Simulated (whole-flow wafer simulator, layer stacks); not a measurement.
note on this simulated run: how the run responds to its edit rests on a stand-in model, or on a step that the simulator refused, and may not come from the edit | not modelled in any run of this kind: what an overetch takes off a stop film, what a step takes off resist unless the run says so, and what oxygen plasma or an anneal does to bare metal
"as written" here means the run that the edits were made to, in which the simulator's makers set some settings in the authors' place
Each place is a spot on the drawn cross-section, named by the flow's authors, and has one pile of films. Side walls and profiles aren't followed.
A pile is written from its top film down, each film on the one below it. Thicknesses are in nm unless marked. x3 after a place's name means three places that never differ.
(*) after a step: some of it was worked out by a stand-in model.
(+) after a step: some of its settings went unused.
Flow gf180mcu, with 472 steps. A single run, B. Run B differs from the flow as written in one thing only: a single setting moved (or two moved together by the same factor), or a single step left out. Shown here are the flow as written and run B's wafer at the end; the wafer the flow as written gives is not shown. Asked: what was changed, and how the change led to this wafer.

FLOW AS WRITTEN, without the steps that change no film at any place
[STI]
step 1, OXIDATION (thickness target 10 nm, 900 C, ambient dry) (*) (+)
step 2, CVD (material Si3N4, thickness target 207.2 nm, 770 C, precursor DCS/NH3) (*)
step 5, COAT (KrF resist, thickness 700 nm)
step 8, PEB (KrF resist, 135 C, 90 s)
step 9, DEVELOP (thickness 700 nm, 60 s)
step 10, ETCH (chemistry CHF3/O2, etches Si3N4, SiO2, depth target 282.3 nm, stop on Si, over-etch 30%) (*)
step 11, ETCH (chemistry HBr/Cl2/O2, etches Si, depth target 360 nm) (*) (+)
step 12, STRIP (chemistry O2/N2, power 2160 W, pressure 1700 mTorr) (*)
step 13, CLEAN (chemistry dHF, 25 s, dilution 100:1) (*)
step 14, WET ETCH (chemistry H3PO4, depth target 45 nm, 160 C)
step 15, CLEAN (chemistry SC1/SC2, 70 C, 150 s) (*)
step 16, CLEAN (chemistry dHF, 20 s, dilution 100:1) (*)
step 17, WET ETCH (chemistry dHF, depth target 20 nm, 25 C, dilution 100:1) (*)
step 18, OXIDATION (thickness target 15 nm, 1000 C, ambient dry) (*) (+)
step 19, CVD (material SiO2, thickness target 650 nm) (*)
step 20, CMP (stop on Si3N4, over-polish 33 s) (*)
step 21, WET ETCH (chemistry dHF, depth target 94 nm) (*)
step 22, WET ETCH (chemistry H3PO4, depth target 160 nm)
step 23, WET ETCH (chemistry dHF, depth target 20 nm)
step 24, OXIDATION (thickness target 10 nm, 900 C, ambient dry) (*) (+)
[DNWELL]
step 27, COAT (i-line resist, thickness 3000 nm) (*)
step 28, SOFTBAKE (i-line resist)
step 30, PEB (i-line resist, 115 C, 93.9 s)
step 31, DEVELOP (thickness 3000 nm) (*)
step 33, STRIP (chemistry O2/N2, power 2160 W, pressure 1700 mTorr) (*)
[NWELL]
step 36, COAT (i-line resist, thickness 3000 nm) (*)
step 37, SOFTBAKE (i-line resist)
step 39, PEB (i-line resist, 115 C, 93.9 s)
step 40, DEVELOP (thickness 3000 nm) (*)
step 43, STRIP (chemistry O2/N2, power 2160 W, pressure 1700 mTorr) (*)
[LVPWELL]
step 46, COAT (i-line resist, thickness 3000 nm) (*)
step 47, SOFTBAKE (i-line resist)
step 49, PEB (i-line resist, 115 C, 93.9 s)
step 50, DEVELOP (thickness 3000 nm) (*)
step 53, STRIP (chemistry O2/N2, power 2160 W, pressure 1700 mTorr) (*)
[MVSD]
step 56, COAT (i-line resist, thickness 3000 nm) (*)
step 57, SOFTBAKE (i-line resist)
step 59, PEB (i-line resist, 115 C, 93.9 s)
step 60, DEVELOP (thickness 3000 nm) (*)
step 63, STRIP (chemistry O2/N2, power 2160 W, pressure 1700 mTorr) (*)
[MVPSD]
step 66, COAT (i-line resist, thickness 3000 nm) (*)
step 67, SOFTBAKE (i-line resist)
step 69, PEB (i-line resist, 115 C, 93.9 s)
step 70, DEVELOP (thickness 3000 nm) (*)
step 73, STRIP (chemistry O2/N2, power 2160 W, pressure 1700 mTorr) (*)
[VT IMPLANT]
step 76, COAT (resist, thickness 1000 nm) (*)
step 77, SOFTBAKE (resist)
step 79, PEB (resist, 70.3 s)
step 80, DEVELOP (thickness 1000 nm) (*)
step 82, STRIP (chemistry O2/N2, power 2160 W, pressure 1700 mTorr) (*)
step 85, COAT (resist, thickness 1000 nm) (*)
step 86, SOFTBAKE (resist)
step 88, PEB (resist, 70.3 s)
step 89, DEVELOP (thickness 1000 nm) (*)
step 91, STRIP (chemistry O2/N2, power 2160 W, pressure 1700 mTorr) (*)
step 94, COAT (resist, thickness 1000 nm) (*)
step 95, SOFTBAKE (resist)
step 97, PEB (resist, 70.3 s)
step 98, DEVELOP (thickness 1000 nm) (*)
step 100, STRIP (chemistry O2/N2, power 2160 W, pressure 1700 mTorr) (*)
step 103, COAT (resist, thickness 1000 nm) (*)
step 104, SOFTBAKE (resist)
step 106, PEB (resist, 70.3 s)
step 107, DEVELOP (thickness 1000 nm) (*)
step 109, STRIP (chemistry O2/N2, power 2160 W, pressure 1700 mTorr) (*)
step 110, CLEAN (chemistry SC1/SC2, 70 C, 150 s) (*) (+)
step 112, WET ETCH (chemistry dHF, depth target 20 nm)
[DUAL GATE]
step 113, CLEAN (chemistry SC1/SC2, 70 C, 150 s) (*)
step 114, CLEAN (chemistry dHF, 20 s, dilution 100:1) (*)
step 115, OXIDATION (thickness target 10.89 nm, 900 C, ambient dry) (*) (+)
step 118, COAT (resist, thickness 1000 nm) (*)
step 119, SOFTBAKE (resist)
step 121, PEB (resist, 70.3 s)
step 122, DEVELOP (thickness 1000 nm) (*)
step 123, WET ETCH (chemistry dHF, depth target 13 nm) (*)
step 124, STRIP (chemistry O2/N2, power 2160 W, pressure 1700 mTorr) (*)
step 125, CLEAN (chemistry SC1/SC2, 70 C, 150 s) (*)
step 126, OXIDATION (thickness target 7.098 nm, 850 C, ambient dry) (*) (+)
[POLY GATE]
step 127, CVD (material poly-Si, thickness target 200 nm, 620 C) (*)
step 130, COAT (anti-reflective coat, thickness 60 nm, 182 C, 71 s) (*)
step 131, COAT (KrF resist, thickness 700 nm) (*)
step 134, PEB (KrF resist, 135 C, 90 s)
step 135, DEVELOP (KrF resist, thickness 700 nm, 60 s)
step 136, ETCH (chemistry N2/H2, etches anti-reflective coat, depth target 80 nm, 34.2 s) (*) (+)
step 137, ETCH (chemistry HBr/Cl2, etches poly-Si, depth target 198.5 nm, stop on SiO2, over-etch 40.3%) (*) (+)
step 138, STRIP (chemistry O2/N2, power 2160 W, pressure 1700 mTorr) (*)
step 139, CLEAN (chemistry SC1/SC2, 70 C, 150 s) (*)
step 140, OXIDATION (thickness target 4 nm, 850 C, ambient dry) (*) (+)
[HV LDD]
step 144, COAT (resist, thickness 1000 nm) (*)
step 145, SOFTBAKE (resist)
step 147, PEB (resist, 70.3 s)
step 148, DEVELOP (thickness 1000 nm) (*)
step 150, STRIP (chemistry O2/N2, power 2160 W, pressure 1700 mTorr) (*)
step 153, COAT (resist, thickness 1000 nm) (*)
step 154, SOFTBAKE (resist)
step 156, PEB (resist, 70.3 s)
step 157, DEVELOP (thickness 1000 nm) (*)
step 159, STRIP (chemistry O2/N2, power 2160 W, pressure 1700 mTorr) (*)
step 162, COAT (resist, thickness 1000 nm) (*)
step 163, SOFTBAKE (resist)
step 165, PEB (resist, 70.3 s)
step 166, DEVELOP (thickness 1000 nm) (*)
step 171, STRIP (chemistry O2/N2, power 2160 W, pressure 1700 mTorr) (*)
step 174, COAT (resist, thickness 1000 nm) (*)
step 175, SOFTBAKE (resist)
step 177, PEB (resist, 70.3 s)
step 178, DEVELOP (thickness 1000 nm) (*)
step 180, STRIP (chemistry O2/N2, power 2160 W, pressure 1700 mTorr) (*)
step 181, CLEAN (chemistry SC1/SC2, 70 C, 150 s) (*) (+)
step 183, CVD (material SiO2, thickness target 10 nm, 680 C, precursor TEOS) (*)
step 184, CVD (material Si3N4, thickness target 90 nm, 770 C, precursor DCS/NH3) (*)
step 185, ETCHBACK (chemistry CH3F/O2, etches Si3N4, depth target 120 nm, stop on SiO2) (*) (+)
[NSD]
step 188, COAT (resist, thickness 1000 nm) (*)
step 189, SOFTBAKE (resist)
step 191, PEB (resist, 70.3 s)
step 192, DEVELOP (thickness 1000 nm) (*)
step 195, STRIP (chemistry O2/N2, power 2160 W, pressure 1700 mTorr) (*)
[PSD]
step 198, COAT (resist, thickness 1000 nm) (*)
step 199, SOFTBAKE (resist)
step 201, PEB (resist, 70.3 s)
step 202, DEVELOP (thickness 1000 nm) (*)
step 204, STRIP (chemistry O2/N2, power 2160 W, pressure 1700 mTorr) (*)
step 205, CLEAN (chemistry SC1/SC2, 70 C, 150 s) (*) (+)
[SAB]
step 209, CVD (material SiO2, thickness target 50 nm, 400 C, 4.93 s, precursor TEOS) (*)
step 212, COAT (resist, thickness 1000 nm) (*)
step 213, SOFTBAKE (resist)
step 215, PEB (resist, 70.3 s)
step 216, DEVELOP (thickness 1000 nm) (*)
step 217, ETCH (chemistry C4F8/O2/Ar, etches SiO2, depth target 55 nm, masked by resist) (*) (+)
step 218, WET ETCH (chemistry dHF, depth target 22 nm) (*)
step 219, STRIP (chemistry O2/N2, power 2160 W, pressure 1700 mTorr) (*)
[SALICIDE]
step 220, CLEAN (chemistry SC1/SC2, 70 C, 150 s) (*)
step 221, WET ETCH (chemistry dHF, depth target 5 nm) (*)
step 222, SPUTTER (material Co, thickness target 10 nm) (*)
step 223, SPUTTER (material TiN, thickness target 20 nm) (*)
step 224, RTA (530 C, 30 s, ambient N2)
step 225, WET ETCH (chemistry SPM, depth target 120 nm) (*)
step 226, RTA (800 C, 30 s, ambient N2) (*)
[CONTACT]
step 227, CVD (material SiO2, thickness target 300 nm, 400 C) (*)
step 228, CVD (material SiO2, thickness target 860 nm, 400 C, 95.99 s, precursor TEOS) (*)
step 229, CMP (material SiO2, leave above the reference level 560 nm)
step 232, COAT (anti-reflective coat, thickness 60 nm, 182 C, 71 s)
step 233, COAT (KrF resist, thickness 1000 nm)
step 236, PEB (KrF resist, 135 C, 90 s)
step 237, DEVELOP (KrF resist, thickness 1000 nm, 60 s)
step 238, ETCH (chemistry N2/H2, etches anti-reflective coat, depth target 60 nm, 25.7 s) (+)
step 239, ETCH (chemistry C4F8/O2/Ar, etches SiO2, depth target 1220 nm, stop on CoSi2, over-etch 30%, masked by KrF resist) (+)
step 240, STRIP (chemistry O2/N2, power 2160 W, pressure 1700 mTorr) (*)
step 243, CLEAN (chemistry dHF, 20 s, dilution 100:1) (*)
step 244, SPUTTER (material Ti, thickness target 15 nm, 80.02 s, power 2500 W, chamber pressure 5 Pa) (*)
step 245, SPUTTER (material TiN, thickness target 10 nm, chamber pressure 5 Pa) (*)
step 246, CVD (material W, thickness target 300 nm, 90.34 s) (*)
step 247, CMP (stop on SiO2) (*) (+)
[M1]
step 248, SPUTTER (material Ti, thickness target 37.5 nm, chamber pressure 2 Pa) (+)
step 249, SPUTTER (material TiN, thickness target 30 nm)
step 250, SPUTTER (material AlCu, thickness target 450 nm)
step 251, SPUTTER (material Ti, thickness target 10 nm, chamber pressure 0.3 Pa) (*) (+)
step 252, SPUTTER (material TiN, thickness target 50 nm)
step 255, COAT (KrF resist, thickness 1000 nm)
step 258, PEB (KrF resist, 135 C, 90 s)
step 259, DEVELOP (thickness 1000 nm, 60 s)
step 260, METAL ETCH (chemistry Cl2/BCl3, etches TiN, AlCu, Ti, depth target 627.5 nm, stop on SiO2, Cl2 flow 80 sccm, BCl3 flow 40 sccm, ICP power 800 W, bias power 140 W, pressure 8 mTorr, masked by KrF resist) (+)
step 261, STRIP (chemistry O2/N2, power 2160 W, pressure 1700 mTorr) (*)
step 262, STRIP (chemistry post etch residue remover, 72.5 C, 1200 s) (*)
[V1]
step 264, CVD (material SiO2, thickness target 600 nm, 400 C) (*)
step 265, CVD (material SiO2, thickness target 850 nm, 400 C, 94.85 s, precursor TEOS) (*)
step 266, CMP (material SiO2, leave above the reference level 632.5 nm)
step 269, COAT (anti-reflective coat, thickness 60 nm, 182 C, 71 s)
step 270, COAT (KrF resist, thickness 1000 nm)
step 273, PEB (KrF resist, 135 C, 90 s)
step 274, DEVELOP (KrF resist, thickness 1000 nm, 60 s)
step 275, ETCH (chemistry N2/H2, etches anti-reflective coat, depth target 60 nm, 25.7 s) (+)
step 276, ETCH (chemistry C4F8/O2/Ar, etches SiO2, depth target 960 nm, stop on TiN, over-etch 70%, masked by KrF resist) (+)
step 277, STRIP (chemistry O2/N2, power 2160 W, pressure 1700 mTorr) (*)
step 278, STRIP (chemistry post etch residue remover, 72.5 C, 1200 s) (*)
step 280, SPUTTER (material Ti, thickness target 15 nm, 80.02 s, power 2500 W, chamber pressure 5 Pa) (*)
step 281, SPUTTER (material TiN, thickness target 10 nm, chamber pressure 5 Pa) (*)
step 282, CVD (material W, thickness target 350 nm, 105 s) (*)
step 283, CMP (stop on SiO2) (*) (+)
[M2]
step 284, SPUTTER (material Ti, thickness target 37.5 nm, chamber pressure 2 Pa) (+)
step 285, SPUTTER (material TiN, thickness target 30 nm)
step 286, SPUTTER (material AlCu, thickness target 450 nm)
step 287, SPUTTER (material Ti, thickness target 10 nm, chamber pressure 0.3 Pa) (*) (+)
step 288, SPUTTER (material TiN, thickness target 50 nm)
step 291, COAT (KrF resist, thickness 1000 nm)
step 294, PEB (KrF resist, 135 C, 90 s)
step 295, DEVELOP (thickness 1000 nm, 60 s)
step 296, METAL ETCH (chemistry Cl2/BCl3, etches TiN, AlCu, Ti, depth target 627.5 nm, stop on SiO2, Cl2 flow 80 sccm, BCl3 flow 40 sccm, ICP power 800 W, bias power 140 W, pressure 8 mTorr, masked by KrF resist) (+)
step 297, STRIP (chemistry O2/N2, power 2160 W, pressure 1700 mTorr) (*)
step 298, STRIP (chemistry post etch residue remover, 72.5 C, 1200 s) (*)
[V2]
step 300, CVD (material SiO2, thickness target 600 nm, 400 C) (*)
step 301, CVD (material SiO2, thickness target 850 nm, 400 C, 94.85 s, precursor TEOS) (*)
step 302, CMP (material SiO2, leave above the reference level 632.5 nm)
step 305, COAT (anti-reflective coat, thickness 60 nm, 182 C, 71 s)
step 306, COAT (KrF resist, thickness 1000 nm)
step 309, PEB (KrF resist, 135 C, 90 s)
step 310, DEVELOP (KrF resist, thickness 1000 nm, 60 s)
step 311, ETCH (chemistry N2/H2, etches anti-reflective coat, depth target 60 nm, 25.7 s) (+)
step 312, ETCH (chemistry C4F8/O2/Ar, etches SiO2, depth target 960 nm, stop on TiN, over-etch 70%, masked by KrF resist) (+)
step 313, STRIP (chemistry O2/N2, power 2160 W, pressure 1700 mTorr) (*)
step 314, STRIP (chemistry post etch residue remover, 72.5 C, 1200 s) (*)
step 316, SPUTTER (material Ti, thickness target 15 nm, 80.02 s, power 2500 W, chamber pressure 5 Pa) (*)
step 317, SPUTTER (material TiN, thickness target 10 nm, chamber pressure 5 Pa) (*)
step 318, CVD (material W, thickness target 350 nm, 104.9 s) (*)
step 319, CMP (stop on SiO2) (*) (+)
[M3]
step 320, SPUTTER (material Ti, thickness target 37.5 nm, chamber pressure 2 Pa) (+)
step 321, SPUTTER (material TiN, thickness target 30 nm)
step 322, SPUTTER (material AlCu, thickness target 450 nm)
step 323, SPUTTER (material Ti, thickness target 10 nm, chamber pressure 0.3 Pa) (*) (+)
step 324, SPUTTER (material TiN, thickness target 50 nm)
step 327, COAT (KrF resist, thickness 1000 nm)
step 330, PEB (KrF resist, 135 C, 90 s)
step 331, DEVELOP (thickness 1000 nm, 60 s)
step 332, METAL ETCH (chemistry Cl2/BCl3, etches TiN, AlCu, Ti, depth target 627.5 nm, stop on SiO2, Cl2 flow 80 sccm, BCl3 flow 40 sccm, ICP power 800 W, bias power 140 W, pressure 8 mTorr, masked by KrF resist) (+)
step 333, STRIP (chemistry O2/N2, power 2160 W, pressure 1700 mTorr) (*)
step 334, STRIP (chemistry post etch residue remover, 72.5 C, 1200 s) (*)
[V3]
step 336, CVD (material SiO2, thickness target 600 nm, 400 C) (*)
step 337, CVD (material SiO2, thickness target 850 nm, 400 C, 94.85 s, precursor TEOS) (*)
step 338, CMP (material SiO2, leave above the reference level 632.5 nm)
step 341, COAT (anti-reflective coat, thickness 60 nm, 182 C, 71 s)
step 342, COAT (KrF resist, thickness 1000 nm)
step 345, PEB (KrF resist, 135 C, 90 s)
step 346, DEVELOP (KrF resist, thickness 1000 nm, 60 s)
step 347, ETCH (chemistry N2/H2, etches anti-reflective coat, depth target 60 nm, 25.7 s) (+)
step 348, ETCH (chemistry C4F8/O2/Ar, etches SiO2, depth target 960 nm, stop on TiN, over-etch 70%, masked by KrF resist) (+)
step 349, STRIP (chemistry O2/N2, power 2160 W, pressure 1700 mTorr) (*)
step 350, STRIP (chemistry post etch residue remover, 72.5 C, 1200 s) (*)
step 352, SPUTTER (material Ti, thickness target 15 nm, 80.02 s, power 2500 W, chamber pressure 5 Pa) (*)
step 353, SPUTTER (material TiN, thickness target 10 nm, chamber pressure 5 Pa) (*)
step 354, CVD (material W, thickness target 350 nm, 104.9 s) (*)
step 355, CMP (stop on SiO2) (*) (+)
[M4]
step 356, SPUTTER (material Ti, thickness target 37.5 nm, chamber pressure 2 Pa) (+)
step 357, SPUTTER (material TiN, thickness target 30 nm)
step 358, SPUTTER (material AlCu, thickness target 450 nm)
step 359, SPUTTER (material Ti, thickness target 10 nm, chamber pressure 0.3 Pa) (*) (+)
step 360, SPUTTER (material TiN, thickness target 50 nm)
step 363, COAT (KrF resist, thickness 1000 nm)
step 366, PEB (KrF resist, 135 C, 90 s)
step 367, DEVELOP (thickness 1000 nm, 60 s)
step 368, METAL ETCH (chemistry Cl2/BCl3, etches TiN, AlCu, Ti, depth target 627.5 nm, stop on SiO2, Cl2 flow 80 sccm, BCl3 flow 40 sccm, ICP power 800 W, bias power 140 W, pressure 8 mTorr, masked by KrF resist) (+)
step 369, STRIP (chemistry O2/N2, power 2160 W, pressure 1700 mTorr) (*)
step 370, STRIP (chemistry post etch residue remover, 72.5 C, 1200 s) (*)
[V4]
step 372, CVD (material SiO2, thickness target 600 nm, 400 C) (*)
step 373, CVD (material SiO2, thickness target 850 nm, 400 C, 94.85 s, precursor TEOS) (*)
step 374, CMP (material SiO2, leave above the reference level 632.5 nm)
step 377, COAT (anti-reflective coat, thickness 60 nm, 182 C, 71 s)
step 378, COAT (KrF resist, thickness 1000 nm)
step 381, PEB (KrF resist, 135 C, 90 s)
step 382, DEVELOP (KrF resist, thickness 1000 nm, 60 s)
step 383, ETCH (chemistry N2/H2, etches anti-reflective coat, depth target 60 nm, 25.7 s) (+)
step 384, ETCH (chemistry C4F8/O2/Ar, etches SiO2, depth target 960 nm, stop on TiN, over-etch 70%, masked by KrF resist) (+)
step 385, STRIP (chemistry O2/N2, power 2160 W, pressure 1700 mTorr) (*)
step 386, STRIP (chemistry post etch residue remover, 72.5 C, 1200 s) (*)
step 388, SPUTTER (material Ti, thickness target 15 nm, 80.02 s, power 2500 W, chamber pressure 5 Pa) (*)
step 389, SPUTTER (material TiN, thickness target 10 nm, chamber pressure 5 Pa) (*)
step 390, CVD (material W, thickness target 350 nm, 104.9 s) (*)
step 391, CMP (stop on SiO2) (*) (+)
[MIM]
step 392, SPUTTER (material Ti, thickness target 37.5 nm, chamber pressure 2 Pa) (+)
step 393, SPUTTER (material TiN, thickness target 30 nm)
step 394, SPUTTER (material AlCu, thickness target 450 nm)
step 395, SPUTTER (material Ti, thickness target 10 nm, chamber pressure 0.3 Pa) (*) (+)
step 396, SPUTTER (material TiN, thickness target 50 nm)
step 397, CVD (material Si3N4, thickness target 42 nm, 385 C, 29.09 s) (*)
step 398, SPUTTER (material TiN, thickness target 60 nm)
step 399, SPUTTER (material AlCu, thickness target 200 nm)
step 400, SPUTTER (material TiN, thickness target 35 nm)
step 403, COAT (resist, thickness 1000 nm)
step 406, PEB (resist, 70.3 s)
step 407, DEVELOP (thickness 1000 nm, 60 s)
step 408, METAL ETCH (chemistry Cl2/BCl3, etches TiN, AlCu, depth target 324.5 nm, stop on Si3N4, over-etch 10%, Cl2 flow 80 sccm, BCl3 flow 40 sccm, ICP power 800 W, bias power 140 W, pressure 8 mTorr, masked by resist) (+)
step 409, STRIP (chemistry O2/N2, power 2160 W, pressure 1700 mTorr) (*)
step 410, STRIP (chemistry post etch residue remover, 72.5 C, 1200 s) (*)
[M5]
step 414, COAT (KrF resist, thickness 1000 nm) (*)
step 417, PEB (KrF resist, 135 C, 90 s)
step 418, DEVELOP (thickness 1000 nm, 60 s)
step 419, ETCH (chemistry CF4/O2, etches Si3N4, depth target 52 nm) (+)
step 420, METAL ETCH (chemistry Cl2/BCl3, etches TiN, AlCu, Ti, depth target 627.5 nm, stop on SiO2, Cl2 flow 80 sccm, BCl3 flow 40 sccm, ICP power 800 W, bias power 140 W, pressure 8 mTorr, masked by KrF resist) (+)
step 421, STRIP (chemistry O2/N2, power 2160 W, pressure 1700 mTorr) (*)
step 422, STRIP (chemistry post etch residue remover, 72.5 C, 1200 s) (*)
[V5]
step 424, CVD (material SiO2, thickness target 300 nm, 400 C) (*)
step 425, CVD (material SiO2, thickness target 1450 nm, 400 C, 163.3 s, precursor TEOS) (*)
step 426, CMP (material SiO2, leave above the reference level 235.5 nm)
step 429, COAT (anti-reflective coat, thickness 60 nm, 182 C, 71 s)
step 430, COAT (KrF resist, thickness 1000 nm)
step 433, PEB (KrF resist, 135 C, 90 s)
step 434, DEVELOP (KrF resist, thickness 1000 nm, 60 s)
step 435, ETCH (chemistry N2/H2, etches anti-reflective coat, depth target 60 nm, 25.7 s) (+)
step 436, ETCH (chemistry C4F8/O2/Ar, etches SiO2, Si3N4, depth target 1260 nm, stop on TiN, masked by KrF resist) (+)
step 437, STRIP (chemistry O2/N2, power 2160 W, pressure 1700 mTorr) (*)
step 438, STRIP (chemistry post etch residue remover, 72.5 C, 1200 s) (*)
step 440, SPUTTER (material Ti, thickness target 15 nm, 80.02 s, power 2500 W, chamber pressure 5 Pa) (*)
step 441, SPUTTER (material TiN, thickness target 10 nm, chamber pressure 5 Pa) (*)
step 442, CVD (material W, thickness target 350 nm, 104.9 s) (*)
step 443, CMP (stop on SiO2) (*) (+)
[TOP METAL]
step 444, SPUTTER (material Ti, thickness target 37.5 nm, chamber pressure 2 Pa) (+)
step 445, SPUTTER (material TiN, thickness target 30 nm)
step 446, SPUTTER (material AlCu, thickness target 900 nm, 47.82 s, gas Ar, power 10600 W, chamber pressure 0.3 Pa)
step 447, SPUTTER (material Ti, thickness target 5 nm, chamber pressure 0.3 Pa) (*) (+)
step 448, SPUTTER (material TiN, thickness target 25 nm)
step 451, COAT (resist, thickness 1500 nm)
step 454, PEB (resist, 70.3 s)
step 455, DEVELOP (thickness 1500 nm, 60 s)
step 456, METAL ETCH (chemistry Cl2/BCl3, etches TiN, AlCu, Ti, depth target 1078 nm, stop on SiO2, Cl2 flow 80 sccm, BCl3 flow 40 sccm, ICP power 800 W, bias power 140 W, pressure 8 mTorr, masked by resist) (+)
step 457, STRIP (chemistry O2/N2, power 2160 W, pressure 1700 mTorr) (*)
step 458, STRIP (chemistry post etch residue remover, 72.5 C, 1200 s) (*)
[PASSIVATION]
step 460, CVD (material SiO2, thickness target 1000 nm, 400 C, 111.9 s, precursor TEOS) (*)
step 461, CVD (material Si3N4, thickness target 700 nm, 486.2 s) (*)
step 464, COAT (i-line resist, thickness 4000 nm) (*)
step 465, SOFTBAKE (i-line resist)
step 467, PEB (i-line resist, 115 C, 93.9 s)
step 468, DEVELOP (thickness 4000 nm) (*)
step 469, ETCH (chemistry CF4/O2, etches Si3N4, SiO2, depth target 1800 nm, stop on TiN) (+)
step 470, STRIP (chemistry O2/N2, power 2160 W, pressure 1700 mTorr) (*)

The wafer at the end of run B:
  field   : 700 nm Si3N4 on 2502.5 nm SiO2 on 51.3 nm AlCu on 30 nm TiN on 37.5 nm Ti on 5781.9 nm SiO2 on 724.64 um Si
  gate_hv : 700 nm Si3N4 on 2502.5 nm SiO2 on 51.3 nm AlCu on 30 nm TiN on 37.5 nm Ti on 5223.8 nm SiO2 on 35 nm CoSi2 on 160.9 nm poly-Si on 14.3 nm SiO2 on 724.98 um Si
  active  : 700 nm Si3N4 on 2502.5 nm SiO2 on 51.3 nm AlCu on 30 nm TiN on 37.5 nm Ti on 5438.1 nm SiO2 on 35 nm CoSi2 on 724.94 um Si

Cause: step 394, SPUTTER: thickness target 626 nm was run, while the flow as written has thickness target 450 nm.

Step by step, how the change led to this:
  step 394, SPUTTER (material AlCu, thickness target 450 nm)
      field, field__w1, field__w2 and 108 more: AlCu gains 626 (new film) (as written it would have been: AlCu gains 450 (new film))
  step 420, METAL ETCH (chemistry Cl2/BCl3, etches TiN, AlCu, Ti, depth target 627.5 nm, stop on SiO2, Cl2 flow 80 sccm, BCl3 flow 40 sccm, ICP power 800 W, bias power 140 W, pressure 8 mTorr, masked by KrF resist) (+)
      field, field__w1, field__w2 and 101 more: TiN loses 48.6 (all of it), Ti loses 10 (all of it), AlCu loses 568.9 (as written it would have been: TiN loses 48.6 (all of it), Ti loses 10 (all of it), AlCu loses 450 (all of it), TiN loses 30 (all of it), Ti loses 37.5 (all of it))
  step 422, STRIP (chemistry post etch residue remover, 72.5 C, 1200 s) (*)
      field, field__w1, field__w2 and 101 more: AlCu loses 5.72 (as written it would have been: nothing)
  step 424, CVD (material SiO2, thickness target 300 nm, 400 C) (*)
      field, field__w1, field__w2 and 101 more: SiO2 gains 300 (new film) (as written it would have been: SiO2 gains 300)
  step 426, CMP (material SiO2, leave above the reference level 235.5 nm)
      field, field__w1, field__w5 and 92 more: SiO2 loses 243.7 (as written it would have been: SiO2 loses 300.8)
      field__w2, field__w3, field__w12 and 6 more: SiO2 loses 212.9 (as written it would have been: SiO2 loses 272.7)
Taking metal films that touch as one body, field has 1 body; the flow as written gives 0 bodies.
Taking metal films that touch as one body, gate_hv has 2 bodies (between them, from the top down: SiO2 5223.8); the flow as written gives 1 body.
Taking metal films that touch as one body, active has 2 bodies (between them, from the top down: SiO2 5438.1); the flow as written gives 1 body.
